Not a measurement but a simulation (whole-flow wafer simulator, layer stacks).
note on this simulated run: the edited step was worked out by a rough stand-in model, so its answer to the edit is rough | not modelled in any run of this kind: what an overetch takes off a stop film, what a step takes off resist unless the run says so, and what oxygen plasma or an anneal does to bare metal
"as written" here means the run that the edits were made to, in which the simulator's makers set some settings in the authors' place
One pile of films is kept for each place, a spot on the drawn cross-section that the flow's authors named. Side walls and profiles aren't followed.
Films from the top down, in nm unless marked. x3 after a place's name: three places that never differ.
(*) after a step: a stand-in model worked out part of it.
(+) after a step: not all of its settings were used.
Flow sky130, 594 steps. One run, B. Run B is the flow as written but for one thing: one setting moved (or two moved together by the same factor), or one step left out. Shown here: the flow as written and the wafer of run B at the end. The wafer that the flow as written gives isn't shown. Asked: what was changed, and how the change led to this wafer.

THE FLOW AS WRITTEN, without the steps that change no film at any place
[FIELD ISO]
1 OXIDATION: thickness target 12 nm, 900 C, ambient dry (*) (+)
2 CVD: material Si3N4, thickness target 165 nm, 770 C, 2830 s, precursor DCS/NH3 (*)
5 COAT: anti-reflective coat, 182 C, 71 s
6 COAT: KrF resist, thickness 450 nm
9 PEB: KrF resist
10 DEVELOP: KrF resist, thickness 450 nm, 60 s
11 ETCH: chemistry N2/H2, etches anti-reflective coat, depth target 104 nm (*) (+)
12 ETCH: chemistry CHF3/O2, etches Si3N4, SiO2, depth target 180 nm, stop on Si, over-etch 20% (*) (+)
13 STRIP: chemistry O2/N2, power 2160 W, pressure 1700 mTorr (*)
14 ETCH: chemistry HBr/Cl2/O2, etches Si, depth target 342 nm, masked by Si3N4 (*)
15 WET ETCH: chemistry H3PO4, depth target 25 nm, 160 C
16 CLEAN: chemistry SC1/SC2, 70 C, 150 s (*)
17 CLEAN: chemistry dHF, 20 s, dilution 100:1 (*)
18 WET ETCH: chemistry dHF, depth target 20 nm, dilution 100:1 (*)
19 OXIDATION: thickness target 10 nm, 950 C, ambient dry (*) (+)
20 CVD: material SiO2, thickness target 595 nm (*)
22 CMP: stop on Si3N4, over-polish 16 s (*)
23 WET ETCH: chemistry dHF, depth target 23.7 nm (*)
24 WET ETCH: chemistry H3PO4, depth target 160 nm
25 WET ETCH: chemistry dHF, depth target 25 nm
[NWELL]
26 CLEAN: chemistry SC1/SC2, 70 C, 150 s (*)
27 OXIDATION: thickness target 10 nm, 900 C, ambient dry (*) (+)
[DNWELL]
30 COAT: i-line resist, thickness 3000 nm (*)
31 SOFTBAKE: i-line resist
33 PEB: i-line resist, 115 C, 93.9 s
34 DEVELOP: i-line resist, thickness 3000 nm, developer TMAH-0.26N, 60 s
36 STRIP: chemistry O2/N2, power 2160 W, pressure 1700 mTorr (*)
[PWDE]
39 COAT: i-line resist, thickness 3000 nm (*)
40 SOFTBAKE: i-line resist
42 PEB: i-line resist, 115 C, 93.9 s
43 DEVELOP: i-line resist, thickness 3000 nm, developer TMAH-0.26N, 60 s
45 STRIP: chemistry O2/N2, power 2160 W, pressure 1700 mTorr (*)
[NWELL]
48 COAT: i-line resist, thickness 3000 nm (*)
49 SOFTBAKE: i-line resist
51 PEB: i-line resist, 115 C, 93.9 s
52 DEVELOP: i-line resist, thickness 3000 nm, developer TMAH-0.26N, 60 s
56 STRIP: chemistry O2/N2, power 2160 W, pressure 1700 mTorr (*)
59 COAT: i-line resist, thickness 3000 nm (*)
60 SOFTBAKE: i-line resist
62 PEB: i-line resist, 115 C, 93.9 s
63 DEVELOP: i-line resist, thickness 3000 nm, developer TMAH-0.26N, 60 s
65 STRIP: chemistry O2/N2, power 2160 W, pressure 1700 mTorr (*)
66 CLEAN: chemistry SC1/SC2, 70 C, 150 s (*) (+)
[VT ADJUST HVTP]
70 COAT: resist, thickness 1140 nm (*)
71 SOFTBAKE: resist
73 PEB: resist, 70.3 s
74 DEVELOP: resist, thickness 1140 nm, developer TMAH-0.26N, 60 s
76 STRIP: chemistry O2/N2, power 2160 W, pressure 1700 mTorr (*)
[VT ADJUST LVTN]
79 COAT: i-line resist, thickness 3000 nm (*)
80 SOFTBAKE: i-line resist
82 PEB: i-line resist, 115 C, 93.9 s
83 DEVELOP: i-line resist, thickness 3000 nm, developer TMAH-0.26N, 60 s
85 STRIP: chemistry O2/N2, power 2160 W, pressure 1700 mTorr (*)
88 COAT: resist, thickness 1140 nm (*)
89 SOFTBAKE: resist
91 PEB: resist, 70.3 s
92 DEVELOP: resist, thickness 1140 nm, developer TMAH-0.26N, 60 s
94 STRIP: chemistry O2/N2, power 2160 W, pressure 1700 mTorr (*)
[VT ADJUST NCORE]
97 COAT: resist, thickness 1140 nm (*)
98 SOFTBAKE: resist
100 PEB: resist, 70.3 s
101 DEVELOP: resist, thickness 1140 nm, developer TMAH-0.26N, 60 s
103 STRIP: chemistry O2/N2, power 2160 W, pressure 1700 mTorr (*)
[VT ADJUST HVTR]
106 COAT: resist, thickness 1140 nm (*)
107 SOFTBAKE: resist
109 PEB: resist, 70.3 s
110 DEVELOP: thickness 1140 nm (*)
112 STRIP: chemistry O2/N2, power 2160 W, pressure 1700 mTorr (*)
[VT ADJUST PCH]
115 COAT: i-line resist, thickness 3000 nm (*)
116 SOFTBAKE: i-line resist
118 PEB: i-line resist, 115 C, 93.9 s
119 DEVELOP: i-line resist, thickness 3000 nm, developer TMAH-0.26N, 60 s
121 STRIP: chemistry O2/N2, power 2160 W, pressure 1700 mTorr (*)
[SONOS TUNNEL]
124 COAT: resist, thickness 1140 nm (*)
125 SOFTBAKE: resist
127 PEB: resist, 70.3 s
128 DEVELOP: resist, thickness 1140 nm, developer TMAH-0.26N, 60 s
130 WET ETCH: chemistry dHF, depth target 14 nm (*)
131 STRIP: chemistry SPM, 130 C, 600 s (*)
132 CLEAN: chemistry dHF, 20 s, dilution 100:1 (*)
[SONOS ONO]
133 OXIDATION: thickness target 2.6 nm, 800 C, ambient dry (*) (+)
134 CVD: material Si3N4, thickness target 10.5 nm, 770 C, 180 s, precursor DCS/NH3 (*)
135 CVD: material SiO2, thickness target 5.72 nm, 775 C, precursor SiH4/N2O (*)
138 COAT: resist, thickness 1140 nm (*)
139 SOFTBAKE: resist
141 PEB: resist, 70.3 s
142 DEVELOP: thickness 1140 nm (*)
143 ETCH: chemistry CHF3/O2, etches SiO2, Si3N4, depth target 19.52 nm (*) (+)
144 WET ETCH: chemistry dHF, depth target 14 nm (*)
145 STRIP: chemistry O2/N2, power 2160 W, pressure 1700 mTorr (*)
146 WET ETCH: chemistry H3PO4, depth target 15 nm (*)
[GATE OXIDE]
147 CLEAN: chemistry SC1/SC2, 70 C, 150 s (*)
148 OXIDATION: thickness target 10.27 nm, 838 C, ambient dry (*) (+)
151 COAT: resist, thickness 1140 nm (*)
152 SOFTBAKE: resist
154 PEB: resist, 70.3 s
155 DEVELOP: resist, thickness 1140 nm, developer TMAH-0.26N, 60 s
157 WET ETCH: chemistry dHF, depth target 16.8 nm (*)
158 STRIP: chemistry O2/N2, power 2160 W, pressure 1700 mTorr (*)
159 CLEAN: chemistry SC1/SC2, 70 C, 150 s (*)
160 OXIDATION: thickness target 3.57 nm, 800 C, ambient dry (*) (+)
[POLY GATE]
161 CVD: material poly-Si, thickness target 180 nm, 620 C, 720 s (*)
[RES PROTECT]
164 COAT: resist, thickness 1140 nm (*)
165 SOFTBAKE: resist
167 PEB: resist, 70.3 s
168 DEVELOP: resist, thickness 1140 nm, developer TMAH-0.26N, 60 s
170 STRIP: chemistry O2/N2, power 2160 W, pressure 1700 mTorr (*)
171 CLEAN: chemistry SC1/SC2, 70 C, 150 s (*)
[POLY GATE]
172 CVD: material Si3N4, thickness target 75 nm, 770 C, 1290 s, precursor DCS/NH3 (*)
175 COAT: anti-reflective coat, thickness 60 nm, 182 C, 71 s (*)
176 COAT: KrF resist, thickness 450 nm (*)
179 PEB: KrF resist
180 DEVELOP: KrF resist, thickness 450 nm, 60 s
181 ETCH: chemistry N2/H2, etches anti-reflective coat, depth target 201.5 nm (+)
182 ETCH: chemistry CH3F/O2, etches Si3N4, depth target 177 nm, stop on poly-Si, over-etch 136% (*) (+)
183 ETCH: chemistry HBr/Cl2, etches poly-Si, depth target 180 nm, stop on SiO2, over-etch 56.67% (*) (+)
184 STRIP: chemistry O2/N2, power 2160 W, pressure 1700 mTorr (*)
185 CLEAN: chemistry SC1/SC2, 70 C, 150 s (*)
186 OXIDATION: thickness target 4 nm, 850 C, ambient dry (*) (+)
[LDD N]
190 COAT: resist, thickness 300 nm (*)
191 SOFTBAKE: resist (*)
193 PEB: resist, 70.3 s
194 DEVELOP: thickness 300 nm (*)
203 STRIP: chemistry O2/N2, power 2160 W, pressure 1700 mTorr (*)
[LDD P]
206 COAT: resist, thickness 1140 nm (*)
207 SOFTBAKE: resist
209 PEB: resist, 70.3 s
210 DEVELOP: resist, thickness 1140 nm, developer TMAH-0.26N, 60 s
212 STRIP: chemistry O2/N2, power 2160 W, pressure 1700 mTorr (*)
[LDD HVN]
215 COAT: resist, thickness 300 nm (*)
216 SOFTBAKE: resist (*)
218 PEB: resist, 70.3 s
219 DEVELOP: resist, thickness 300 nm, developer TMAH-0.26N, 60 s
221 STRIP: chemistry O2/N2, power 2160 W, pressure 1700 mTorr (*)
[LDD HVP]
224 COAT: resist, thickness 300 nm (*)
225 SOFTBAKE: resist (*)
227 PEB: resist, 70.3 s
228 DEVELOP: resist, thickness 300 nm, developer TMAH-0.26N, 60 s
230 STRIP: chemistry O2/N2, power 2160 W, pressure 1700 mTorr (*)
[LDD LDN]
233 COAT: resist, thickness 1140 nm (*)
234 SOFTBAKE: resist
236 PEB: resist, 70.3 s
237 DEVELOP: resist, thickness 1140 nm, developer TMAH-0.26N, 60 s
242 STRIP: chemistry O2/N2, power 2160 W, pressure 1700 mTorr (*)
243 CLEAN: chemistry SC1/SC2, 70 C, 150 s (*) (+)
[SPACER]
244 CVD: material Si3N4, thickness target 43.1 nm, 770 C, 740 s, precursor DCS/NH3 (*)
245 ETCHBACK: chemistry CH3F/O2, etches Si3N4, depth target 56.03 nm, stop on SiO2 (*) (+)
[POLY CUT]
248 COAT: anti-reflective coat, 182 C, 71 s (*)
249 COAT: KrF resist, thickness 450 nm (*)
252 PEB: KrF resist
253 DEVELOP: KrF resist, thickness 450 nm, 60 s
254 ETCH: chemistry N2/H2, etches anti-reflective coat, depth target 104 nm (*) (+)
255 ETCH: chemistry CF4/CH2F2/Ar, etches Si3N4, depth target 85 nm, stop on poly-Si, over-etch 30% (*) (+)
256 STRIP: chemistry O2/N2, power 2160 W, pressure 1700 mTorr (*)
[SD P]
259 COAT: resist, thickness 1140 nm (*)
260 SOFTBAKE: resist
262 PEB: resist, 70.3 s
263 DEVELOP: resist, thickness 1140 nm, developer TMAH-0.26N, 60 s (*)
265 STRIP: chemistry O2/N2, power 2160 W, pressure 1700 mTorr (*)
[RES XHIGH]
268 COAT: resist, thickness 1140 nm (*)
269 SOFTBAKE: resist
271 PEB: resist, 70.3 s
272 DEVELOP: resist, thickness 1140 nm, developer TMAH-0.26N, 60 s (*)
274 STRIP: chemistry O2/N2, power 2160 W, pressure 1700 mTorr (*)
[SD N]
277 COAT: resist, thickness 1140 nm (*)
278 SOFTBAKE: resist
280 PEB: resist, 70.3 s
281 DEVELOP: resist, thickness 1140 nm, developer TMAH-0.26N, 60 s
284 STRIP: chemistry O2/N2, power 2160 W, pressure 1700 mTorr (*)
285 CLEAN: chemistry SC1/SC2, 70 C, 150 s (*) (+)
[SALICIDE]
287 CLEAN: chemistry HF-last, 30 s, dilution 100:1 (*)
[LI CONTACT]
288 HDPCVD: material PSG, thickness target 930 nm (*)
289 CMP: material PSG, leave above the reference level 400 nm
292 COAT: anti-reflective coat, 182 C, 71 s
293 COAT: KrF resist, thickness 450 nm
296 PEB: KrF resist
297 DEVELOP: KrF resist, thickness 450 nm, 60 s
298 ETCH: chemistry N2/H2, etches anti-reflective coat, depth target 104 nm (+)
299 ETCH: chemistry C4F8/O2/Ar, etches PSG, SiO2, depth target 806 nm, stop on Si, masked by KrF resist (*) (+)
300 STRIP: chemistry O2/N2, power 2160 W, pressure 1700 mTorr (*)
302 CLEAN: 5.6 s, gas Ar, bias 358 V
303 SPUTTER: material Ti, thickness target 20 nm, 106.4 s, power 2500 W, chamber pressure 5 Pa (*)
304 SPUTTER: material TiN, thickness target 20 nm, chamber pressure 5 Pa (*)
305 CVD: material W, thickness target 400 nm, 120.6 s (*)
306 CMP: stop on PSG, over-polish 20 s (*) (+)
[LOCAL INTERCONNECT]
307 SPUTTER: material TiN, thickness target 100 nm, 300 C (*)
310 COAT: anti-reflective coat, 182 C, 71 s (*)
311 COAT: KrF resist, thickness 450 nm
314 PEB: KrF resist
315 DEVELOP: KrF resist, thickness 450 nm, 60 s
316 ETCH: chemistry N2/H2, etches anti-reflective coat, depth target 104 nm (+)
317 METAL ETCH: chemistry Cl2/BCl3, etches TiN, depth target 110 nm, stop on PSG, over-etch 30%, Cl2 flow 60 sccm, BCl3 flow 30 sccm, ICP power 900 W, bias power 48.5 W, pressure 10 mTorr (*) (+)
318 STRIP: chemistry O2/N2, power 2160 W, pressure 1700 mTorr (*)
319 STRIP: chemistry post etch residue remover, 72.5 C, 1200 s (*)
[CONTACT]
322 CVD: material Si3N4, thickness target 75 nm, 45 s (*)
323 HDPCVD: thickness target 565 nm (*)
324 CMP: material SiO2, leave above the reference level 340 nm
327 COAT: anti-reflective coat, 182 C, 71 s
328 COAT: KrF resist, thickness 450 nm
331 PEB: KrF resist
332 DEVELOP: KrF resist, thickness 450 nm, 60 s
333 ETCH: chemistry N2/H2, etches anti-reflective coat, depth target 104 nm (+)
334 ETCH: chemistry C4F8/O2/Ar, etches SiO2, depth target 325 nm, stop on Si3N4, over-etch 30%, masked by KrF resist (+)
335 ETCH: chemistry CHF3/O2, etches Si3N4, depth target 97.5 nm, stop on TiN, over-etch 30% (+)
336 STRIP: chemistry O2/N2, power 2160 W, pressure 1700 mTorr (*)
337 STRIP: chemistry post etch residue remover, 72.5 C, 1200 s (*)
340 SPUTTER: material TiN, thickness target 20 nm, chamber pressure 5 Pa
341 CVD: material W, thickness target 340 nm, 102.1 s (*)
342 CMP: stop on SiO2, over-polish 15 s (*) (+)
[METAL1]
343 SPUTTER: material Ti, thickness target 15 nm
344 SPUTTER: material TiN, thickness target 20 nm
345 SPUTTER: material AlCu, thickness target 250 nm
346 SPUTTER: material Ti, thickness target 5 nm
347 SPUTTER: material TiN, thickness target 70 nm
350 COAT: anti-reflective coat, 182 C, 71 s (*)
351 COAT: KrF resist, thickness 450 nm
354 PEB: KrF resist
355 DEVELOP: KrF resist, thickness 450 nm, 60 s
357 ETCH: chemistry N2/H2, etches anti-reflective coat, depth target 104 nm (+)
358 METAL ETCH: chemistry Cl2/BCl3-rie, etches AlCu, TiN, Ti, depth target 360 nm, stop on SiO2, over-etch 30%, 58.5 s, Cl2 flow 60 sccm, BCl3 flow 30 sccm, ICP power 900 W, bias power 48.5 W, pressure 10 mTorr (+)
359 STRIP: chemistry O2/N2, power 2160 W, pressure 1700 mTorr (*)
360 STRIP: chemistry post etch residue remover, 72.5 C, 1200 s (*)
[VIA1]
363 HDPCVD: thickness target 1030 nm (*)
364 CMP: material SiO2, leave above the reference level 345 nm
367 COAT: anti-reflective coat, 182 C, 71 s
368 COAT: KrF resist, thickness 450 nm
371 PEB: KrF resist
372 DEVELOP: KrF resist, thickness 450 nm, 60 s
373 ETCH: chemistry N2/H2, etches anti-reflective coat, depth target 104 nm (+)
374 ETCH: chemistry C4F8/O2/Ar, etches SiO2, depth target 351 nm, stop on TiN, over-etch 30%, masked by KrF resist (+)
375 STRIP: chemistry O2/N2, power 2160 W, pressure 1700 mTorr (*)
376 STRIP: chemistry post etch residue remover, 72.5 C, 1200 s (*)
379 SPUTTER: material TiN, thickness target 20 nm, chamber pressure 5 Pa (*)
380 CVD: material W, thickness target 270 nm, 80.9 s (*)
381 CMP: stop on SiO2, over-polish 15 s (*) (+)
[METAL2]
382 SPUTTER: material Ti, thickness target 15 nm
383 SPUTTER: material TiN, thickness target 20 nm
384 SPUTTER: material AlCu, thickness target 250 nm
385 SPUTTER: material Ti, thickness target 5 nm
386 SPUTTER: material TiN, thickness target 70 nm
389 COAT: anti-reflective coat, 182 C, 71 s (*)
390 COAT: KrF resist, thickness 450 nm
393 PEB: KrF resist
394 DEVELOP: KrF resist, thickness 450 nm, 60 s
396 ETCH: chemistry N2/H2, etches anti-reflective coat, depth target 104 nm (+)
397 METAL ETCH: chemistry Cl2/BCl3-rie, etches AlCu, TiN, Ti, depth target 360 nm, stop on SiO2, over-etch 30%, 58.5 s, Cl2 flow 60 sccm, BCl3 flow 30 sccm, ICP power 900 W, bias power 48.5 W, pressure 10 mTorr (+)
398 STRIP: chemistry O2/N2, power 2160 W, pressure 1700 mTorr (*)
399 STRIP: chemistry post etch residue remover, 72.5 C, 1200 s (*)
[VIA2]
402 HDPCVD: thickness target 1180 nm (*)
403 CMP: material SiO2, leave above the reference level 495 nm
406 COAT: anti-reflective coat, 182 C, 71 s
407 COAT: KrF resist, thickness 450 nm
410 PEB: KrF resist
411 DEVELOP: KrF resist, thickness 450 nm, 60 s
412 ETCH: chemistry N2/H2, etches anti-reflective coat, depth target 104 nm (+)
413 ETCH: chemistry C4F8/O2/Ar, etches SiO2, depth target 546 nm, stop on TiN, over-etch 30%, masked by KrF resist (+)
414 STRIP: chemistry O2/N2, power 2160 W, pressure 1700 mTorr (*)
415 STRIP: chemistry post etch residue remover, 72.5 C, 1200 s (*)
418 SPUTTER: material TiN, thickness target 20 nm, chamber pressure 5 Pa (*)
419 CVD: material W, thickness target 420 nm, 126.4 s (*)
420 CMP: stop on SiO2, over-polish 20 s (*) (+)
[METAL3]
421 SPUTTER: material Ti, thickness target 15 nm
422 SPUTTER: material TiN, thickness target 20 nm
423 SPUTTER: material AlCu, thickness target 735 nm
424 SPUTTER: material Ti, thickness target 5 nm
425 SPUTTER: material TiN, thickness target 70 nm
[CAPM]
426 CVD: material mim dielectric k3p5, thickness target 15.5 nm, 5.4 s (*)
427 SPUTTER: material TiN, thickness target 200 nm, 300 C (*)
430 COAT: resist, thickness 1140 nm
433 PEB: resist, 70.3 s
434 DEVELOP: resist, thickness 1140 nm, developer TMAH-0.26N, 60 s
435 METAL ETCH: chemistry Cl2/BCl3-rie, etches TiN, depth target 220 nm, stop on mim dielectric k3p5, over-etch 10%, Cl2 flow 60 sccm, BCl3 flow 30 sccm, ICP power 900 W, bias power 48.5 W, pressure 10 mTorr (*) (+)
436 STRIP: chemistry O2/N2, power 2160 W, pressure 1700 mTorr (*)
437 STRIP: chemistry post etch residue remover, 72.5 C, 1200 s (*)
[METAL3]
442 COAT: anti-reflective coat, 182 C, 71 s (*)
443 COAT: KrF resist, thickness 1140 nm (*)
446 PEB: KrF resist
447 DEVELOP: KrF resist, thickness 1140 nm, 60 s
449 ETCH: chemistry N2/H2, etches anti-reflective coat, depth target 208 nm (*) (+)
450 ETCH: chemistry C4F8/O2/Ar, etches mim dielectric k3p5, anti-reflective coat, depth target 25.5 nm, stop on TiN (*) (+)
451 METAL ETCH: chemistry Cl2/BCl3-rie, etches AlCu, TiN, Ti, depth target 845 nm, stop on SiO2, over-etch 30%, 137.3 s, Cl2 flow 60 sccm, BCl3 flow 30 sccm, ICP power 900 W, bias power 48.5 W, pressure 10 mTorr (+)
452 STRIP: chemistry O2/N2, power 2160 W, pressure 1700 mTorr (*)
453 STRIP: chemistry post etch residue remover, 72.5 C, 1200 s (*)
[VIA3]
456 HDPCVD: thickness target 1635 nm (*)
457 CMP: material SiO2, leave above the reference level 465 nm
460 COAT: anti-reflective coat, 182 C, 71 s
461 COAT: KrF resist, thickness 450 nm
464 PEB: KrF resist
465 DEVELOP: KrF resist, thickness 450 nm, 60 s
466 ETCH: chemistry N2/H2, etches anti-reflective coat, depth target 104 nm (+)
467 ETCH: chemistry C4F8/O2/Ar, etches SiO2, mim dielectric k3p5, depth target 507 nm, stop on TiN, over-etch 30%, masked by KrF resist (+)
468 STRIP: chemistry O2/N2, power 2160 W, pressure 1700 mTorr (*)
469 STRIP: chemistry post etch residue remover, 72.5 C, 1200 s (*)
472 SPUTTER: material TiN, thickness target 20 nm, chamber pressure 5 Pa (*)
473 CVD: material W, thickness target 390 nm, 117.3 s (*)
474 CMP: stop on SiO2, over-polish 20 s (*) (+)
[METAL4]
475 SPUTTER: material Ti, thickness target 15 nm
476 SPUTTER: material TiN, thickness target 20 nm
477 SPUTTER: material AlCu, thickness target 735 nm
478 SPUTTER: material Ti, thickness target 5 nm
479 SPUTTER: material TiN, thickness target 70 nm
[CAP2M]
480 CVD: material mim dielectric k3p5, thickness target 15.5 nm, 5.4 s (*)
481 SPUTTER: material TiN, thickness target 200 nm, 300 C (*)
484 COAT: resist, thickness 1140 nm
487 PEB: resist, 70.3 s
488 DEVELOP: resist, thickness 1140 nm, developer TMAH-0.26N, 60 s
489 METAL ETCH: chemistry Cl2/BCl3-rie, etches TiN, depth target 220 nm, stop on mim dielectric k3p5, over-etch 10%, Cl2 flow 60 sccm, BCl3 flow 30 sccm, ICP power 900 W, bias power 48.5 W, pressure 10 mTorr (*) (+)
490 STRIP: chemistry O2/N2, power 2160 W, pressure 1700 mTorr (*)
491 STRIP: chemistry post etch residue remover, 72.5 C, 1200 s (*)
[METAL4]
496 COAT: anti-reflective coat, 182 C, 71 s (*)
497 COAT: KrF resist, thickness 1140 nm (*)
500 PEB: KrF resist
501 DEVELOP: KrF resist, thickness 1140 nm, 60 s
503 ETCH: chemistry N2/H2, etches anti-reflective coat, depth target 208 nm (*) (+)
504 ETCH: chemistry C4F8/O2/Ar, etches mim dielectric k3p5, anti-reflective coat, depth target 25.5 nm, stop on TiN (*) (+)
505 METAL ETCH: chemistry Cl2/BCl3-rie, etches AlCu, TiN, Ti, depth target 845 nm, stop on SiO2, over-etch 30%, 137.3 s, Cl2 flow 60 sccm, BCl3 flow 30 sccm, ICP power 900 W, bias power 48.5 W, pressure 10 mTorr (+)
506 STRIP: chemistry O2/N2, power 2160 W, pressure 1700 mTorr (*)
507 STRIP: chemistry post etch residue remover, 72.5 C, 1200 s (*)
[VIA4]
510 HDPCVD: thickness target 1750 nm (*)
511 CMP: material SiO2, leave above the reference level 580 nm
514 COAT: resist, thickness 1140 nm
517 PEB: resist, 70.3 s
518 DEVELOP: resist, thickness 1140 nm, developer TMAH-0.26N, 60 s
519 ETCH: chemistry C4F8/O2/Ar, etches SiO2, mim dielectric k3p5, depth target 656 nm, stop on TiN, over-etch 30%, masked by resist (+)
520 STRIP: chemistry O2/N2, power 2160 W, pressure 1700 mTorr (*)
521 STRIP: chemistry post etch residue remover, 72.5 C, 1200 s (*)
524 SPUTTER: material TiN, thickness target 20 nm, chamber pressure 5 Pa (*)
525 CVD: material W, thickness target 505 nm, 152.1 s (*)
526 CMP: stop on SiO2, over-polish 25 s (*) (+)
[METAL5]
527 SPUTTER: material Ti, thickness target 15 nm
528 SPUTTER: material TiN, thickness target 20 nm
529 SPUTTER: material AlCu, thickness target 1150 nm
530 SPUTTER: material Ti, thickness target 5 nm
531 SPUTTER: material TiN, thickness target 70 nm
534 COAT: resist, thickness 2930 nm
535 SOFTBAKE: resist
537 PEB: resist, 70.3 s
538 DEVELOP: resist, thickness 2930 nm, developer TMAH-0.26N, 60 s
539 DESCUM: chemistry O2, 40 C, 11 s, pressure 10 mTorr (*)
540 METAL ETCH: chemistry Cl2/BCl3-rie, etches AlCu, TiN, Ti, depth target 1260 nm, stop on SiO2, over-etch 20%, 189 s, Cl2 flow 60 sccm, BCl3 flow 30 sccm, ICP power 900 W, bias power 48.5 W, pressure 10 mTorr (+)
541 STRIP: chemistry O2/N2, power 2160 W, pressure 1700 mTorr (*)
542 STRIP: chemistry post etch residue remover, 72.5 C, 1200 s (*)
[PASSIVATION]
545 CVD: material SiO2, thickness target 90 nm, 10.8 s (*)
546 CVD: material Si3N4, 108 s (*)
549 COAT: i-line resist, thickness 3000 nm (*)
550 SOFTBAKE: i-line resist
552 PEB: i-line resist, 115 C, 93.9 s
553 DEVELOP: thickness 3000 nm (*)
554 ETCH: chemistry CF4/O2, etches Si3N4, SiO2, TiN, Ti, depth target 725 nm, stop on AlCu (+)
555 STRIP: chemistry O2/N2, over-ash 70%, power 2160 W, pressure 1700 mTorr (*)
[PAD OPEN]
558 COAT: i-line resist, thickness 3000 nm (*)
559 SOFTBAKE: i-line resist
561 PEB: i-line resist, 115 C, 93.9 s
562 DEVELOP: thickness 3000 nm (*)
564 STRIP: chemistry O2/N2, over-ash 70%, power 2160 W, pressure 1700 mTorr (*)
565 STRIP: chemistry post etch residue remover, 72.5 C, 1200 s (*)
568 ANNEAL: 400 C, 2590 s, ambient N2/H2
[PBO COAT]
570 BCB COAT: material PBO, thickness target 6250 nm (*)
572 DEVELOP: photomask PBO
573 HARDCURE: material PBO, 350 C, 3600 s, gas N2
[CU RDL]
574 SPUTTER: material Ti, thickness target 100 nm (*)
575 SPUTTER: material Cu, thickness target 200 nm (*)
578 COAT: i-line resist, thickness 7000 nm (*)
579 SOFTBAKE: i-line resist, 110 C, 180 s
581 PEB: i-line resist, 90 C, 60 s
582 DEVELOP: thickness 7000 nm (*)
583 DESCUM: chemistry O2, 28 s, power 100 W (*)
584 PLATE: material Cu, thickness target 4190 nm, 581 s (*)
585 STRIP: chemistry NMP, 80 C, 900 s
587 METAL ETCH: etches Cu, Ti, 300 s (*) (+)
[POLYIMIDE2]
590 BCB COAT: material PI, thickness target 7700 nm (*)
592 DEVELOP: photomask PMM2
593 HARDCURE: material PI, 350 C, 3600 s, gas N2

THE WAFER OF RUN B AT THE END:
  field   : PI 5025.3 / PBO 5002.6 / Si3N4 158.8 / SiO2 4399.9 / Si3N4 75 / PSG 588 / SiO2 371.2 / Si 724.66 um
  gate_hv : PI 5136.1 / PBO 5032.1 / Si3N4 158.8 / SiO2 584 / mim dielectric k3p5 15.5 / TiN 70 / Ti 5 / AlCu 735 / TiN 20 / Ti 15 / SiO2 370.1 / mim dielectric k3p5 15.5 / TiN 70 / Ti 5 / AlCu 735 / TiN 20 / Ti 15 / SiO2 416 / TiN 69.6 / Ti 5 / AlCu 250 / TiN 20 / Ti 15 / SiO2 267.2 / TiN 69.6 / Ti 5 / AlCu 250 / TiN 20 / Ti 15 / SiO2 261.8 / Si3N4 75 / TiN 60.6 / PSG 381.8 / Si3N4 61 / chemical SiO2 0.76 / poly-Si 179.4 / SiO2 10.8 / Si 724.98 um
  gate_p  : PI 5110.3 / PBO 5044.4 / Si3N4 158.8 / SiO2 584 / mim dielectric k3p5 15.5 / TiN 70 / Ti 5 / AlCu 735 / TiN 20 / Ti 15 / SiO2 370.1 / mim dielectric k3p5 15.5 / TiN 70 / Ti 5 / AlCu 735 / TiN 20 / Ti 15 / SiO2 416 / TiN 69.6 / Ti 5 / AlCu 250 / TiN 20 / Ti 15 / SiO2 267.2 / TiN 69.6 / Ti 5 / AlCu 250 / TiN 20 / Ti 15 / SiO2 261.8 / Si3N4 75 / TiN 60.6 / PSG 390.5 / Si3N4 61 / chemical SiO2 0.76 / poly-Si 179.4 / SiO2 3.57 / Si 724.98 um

The cause: step 307, SPUTTER: thickness target 61 nm was run, where the flow has thickness target 100 nm.

How the change led to this, step by step:
  307 SPUTTER: material TiN, thickness target 100 nm, 300 C (*)
      field, active, n_well and 188 more: TiN +61 (new film) (as written it would be: TiN +100 (new film))
  317 METAL ETCH: chemistry Cl2/BCl3, etches TiN, depth target 110 nm, stop on PSG, over-etch 30%, Cl2 flow 60 sccm, BCl3 flow 30 sccm, ICP power 900 W, bias power 48.5 W, pressure 10 mTorr (*) (+)
      n_well, p_well, gate_hv and 97 more: KrF resist -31 (as written it would be: KrF resist -44)
      field, active, gate and 88 more: TiN -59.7 (all of it) (as written it would be: TiN -98.7 (all of it))
  318 STRIP: chemistry O2/N2, power 2160 W, pressure 1700 mTorr (*)
      n_well, p_well, gate_hv and 93 more: KrF resist -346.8 (all of it), anti-reflective coat -80 (all of it) (as written it would be: KrF resist -333.8 (all of it), anti-reflective coat -80 (all of it))
      poly_licon, ndiff_licon_cpp, rpo_hd_licon: KrF resist -346.8 (all of it), anti-reflective coat -80.5 (all of it) (as written it would be: KrF resist -333.9 (all of it), anti-reflective coat -80.5 (all of it))
      (and at 1 more place)
  324 CMP: material SiO2, leave above the reference level 340 nm
      field, active, gate and 88 more: SiO2 -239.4 (as written it would be: SiO2 -200.4)
